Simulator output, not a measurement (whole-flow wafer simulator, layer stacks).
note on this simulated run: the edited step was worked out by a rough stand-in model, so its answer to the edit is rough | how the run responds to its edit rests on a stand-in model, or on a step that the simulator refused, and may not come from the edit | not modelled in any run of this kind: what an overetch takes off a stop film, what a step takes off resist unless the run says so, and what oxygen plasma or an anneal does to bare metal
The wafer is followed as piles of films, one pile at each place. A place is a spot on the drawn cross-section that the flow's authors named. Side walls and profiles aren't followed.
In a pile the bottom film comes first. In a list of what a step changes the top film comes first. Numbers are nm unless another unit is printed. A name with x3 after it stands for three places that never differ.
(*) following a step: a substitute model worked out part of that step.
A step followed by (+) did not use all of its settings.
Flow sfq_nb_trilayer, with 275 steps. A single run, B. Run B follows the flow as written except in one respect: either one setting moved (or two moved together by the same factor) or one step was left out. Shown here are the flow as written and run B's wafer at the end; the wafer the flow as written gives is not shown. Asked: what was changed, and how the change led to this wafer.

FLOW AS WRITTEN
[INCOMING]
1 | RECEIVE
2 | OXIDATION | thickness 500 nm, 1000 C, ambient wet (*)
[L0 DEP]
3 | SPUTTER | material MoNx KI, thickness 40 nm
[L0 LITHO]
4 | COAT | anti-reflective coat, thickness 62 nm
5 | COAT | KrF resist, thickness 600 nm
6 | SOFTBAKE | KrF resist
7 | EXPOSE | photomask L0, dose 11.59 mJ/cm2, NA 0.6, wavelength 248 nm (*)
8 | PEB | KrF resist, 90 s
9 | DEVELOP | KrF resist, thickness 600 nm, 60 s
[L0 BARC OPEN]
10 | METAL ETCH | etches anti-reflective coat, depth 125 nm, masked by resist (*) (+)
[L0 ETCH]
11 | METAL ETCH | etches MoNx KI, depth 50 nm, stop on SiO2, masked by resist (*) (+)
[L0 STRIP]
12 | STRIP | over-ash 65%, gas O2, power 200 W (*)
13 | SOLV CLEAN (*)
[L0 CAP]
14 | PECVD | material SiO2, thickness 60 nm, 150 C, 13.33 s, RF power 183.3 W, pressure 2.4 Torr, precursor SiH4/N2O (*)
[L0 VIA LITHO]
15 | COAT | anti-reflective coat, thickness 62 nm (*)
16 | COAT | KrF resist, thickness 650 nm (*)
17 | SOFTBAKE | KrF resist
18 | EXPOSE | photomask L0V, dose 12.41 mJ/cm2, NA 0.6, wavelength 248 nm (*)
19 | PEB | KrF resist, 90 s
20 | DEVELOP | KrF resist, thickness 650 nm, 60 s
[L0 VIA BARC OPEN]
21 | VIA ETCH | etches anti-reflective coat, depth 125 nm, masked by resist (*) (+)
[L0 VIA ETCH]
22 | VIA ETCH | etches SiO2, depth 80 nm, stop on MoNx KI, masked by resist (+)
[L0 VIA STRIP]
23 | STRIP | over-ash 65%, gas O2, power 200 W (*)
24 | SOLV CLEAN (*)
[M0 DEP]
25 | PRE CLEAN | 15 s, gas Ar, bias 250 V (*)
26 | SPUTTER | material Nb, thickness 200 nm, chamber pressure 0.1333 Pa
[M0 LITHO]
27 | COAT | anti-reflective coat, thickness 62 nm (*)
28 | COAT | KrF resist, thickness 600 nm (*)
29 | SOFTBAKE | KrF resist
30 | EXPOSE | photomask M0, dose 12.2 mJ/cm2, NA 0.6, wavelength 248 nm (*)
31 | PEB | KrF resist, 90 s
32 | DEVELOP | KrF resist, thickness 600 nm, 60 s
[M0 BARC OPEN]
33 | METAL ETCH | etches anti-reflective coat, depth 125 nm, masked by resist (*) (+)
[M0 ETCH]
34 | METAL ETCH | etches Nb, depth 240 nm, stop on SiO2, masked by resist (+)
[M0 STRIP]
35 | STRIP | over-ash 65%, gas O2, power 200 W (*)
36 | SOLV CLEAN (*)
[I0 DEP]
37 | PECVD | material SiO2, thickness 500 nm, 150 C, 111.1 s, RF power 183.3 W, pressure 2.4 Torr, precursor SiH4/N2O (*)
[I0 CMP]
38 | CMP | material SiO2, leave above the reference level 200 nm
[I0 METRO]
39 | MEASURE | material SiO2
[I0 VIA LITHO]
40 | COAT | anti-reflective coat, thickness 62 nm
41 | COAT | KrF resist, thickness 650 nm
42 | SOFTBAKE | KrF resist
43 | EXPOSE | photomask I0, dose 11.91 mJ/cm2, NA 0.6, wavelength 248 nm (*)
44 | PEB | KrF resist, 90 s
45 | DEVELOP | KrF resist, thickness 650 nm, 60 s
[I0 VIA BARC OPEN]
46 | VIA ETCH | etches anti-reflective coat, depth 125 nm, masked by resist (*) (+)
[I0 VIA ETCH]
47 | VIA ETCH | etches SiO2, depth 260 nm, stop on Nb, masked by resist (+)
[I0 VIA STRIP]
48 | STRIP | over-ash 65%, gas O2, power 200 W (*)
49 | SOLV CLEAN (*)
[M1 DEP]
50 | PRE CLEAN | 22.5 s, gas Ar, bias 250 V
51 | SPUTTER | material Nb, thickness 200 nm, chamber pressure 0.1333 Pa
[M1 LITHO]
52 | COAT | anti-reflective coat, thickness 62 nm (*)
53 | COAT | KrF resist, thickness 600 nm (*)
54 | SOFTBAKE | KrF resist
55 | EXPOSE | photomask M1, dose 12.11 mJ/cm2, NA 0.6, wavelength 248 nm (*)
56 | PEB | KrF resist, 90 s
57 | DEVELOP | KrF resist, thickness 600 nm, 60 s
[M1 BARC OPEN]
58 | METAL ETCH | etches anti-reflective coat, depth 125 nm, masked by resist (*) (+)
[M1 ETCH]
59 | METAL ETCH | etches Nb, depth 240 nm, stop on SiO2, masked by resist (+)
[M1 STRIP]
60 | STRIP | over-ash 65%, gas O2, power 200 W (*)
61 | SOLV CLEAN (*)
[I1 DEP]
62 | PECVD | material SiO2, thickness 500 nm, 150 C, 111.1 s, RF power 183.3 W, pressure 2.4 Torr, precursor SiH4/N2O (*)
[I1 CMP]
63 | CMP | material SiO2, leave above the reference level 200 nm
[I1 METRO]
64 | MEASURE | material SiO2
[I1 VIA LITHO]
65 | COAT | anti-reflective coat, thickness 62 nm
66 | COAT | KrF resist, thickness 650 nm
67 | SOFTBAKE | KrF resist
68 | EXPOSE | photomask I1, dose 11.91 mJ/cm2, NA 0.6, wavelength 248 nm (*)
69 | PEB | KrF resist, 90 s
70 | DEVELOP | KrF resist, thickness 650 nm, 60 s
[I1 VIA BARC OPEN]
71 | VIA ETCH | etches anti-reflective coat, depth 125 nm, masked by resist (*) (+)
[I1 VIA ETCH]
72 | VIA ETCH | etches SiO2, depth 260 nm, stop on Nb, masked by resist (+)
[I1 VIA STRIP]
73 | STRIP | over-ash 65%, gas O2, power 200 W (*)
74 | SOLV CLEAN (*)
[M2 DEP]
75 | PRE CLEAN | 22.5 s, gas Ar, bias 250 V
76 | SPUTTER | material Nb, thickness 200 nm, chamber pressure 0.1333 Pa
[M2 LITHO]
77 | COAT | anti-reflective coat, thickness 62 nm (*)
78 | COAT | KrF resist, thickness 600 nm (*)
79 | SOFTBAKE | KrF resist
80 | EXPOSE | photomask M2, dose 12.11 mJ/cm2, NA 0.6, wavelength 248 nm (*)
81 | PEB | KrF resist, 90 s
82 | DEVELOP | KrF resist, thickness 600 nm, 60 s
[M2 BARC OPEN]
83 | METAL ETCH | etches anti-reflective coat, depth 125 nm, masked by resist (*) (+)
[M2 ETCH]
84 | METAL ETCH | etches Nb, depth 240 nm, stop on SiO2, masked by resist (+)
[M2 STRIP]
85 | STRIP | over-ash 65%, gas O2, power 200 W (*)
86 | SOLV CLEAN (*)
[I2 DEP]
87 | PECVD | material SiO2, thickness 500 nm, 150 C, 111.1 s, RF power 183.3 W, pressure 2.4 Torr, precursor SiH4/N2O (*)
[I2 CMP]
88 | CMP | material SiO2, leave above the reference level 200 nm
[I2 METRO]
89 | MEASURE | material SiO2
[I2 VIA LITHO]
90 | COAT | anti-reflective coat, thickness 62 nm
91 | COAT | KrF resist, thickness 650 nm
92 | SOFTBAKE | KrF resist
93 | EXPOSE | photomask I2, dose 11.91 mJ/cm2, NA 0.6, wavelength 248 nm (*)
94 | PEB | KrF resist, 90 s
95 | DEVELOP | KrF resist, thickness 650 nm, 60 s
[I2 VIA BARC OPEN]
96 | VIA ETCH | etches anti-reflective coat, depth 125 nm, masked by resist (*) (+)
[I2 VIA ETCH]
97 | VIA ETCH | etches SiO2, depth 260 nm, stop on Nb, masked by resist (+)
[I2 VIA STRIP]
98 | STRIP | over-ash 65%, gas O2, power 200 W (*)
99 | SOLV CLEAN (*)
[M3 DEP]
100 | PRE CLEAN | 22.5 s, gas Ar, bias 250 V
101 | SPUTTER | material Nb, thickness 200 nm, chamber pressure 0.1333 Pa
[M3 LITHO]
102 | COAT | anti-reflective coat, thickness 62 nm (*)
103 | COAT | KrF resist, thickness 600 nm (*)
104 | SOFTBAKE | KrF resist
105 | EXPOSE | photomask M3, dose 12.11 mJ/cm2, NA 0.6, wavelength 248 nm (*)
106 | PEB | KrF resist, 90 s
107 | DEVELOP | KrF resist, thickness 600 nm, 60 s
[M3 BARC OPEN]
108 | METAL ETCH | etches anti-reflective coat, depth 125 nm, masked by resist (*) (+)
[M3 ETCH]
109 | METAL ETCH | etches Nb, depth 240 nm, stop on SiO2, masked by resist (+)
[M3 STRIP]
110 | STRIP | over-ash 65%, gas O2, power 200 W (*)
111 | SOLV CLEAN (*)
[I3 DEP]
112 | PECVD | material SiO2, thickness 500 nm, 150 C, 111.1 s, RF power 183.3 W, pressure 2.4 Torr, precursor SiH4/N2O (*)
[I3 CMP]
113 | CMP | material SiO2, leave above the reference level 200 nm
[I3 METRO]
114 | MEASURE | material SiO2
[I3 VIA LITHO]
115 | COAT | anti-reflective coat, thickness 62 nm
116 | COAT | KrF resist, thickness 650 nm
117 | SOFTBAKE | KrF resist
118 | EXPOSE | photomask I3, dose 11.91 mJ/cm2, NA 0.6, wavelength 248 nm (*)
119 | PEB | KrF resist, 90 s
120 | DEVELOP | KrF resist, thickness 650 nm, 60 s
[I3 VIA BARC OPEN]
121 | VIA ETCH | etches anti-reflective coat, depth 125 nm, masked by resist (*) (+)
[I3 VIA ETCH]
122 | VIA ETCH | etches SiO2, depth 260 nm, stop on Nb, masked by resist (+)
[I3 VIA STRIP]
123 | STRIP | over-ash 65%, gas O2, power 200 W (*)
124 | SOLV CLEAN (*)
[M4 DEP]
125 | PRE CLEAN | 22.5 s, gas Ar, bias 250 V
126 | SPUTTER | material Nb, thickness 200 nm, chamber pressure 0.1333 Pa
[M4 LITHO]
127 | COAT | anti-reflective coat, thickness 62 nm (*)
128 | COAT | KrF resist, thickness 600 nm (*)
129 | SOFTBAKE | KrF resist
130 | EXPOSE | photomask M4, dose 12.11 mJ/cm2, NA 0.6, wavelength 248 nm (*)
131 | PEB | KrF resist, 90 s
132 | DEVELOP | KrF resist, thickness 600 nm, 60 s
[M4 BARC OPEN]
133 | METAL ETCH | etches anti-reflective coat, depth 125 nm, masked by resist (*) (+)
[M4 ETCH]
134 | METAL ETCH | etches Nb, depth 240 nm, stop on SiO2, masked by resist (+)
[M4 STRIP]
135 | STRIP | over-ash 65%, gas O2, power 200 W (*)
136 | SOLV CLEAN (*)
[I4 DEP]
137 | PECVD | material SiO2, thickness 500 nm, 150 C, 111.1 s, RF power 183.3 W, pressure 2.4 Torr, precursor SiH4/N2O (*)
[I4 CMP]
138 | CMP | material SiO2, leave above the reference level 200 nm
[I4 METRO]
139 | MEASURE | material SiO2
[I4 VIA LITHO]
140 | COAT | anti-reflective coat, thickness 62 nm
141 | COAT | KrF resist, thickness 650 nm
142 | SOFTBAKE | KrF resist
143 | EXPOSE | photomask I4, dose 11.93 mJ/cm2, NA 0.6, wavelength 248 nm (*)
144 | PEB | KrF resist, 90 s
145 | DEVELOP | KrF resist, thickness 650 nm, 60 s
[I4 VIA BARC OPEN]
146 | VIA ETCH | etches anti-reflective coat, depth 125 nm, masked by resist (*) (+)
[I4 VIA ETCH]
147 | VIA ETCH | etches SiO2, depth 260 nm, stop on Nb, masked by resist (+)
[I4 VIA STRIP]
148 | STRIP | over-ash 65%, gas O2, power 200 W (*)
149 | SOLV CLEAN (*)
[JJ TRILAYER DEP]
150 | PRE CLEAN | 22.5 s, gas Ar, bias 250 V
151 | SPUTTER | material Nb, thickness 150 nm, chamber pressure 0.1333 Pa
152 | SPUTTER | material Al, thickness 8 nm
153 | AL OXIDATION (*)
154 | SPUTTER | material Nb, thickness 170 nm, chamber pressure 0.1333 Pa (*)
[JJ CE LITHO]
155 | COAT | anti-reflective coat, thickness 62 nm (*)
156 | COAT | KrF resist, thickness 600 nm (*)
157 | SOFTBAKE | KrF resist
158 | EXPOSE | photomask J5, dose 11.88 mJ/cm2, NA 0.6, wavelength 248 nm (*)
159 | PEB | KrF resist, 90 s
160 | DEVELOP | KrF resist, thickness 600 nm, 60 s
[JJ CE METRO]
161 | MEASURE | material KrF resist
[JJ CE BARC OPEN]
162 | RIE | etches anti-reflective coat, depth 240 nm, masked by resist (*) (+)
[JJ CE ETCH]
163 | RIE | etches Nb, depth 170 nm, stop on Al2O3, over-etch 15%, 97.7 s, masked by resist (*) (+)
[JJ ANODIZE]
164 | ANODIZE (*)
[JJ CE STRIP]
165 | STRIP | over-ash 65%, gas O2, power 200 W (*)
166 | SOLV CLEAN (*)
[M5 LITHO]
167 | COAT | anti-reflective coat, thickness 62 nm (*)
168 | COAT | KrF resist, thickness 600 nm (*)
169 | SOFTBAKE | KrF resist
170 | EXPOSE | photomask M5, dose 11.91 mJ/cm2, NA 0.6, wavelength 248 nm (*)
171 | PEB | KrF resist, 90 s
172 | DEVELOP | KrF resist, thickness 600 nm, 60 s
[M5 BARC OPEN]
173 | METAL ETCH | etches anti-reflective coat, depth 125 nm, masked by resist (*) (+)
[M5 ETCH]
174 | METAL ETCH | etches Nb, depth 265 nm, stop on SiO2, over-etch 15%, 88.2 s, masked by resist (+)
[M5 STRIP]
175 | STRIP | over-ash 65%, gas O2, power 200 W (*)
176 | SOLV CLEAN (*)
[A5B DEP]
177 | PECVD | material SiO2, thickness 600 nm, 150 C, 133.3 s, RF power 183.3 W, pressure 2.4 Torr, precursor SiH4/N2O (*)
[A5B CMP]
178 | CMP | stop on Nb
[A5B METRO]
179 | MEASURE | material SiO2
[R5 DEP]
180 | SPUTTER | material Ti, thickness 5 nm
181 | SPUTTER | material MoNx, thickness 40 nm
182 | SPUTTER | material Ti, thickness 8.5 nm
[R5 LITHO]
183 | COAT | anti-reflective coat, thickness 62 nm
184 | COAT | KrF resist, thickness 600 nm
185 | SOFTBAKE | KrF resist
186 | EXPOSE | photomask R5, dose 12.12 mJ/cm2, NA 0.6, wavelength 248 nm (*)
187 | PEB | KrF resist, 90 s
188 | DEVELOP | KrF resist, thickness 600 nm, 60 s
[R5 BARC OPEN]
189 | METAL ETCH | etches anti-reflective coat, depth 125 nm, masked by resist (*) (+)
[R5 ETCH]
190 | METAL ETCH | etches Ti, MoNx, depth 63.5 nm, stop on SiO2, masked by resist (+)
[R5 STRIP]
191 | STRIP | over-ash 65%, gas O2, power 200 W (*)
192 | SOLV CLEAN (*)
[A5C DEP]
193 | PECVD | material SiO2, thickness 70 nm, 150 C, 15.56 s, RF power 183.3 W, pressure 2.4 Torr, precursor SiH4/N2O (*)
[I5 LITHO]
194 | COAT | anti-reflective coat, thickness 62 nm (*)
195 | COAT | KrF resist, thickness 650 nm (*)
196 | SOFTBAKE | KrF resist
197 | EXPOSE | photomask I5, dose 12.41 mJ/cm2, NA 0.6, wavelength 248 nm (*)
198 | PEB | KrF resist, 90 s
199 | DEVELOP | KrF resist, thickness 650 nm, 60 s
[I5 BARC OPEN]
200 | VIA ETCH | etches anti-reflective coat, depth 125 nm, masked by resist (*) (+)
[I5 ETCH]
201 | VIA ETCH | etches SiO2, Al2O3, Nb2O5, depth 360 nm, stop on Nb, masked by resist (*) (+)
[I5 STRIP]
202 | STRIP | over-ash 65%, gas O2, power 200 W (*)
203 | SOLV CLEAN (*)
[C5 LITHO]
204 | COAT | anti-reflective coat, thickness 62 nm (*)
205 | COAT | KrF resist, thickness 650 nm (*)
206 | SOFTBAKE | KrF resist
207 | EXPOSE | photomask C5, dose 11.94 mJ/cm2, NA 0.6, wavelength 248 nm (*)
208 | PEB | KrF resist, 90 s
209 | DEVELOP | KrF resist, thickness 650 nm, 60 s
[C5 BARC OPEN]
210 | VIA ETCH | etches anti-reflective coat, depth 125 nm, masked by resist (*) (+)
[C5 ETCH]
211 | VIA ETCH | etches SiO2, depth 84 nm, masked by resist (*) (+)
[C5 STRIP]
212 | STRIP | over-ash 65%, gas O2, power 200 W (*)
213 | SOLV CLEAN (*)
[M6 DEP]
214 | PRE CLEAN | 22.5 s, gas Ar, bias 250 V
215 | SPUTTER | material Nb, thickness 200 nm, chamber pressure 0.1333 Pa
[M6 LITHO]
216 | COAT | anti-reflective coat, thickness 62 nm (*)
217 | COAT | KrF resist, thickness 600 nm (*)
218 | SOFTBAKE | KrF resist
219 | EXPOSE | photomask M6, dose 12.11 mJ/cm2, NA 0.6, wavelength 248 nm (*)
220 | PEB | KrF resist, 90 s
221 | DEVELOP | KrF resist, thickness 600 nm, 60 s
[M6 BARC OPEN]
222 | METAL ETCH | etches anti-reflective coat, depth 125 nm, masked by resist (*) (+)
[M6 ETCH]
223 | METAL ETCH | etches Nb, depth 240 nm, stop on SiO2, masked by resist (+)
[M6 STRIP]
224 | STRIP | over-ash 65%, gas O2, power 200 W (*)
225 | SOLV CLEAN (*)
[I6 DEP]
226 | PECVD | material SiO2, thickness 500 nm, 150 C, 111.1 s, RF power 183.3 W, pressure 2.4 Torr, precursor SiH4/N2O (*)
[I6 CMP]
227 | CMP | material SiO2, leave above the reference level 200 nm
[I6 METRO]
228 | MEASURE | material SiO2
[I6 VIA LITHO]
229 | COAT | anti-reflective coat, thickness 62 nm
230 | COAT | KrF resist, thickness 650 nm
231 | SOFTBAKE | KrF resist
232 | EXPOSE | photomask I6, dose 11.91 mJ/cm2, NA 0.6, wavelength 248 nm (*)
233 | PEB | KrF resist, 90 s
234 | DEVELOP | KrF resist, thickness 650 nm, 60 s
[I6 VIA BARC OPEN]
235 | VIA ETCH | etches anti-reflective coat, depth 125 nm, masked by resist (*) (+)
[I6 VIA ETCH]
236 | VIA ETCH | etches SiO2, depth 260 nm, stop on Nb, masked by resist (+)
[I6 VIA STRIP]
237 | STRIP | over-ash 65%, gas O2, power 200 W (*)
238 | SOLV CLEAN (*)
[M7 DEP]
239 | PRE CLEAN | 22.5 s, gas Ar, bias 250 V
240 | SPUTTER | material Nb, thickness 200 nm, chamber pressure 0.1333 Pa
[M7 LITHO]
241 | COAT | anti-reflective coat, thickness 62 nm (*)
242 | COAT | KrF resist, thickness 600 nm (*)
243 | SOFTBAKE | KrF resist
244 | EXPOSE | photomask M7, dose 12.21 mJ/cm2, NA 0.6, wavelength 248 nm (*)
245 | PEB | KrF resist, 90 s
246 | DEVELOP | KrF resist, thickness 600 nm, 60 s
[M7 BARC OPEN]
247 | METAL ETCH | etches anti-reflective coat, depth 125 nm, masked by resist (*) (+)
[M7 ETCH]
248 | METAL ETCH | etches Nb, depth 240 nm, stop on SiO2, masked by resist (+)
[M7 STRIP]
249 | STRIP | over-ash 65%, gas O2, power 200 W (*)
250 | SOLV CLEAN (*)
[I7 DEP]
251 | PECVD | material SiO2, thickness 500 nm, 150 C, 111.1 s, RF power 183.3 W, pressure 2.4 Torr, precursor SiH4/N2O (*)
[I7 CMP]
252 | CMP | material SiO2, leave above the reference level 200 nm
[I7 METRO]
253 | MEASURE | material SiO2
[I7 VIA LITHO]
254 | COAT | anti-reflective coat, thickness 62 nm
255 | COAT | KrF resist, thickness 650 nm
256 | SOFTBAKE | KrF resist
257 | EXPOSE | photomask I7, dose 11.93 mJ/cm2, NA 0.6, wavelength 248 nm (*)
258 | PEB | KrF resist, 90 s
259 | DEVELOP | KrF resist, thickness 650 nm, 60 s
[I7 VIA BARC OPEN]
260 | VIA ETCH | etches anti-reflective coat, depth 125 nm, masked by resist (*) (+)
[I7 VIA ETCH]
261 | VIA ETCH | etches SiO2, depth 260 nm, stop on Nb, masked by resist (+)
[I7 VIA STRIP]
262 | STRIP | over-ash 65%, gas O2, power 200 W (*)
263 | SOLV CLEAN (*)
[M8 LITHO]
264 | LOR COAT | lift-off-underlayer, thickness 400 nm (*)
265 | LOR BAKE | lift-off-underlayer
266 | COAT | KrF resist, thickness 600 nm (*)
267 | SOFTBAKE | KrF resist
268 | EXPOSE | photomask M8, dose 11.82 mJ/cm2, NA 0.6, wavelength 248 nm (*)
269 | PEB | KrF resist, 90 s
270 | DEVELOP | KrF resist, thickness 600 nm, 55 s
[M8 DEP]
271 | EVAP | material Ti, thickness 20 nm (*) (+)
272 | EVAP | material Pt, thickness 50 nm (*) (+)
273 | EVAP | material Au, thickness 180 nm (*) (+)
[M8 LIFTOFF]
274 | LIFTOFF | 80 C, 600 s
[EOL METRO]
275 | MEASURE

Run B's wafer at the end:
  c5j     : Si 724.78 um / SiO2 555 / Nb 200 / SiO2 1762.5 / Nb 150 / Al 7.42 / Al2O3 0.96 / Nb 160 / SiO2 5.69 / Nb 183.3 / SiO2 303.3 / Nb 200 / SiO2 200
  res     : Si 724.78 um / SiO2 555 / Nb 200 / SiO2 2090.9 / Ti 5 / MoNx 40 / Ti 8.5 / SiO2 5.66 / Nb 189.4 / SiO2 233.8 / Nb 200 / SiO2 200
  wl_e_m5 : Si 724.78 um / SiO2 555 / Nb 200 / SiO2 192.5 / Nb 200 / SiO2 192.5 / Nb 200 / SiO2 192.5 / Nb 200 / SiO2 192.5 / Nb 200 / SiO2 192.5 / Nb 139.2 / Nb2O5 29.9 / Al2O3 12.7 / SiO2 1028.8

The reason: step 193, PECVD: thickness 97.3 nm was run, though the flow has thickness 70 nm; step 193, PECVD: 21.62 s was run, where the flow has 15.56 s.

Step by step, how the change led to this:
  193 | PECVD | material SiO2, thickness 70 nm, 150 C, 15.56 s, RF power 183.3 W, pressure 2.4 Torr, precursor SiH4/N2O (*)
      field_l, v_sur, via_wl and 92 more: SiO2 gains 97.3 (it would be, as written: SiO2 gains 70)
      ce_l, c5j, ce_r and 8 more: SiO2 gains 97.3 (new film) (it would be, as written: SiO2 gains 70 (new film))
  201 | VIA ETCH | etches SiO2, Al2O3, Nb2O5, depth 360 nm, stop on Nb, masked by resist (*) (+)
      be: SiO2 loses 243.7 (all of it), Al2O3 loses 12.7 (all of it), Nb2O5 loses 29.9 (all of it) (it would be, as written: SiO2 loses 216.4 (all of it), Al2O3 loses 12.7 (all of it), Nb2O5 loses 29.9 (all of it))
  204 | COAT | anti-reflective coat, thickness 62 nm (*)
      wire: anti-reflective coat gains 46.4 (new film) (it would be, as written: anti-reflective coat gains 47.4 (new film))
      be: anti-reflective coat gains 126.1 (new film) (it would be, as written: anti-reflective coat gains 122.2 (new film))
      (as well as at 1 more place)
  205 | COAT | KrF resist, thickness 650 nm (*)
      be: KrF resist gains 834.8 (new film) (it would be, as written: KrF resist gains 815.3 (new film))
  211 | VIA ETCH | etches SiO2, depth 84 nm, masked by resist (*) (+)
      c5j: SiO2 loses 84 (it would be, as written: SiO2 loses 69.9 (all of it), Nb loses 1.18)
      res: SiO2 loses 84 (it would be, as written: SiO2 loses 69.9 (all of it))
  212 | STRIP | over-ash 65%, gas O2, power 200 W (*)
      wire: KrF resist loses 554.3 (all of it), anti-reflective coat loses 46.4 (all of it) (it would be, as written: KrF resist loses 555.8 (all of it), anti-reflective coat loses 47.4 (all of it))
      be: KrF resist loses 747.6 (all of it), anti-reflective coat loses 126.1 (all of it) (it would be, as written: KrF resist loses 728.2 (all of it), anti-reflective coat loses 122.2 (all of it))
      (as well as at 1 more place)
  214 | PRE CLEAN | 22.5 s, gas Ar, bias 250 V
      c5j: SiO2 loses 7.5 (it would be, as written: Nb loses 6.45)
      res: SiO2 loses 7.5 (it would be, as written: Ti loses 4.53)
  215 | SPUTTER | material Nb, thickness 200 nm, chamber pressure 0.1333 Pa
      c5j: Nb gains 183.3 (new film) (it would be, as written: Nb gains 188.4)
      be: Nb gains 141.3 (it would be, as written: Nb gains 147.3)
  216 | COAT | anti-reflective coat, thickness 62 nm (*)
      be: anti-reflective coat gains 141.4 (new film) (it would be, as written: anti-reflective coat gains 136.7 (new film))
      be_sur: anti-reflective coat gains 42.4 (new film) (it would be, as written: anti-reflective coat gains 43.8 (new film))
      (as well as at 5 more places)
  217 | COAT | KrF resist, thickness 600 nm (*)
      be: KrF resist gains 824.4 (new film) (it would be, as written: KrF resist gains 793.9 (new film))
  224 | STRIP | over-ash 65%, gas O2, power 200 W (*)
      be: KrF resist loses 606.2 (all of it), anti-reflective coat loses 141.4 (all of it) (it would be, as written: KrF resist loses 575.8 (all of it), anti-reflective coat loses 136.7 (all of it))
      be_sur: KrF resist loses 373.4 (all of it), anti-reflective coat loses 42.4 (all of it) (it would be, as written: KrF resist loses 371.2 (all of it), anti-reflective coat loses 43.8 (all of it))
      (as well as at 5 more places)
  226 | PECVD | material SiO2, thickness 500 nm, 150 C, 111.1 s, RF power 183.3 W, pressure 2.4 Torr, precursor SiH4/N2O (*)
      be: SiO2 gains 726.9 (new film) (it would be, as written: SiO2 gains 693.5 (new film))
      c5j: SiO2 gains 533.8 (new film) (it would be, as written: SiO2 gains 514.7 (new film))
  227 | CMP | material SiO2, leave above the reference level 200 nm
      res: SiO2 loses 258.7 (it would be, as written: SiO2 loses 279.4)
With metal films that touch counted as one body, c5j has 5 bodies (between them, from the top down: SiO2 303.3; SiO2 5.69; Al2O3 0.96; SiO2 1762.5); the flow as written gives 4 bodies (between them, from the top down: SiO2 284.2; Al2O3 0.96; SiO2 1762.5).
With metal films that touch counted as one body, res has 4 bodies (between them, from the top down: SiO2 233.8; SiO2 5.66; SiO2 2090.9); the flow as written gives 3 bodies (between them, from the top down: SiO2 213.1; SiO2 2090.9).
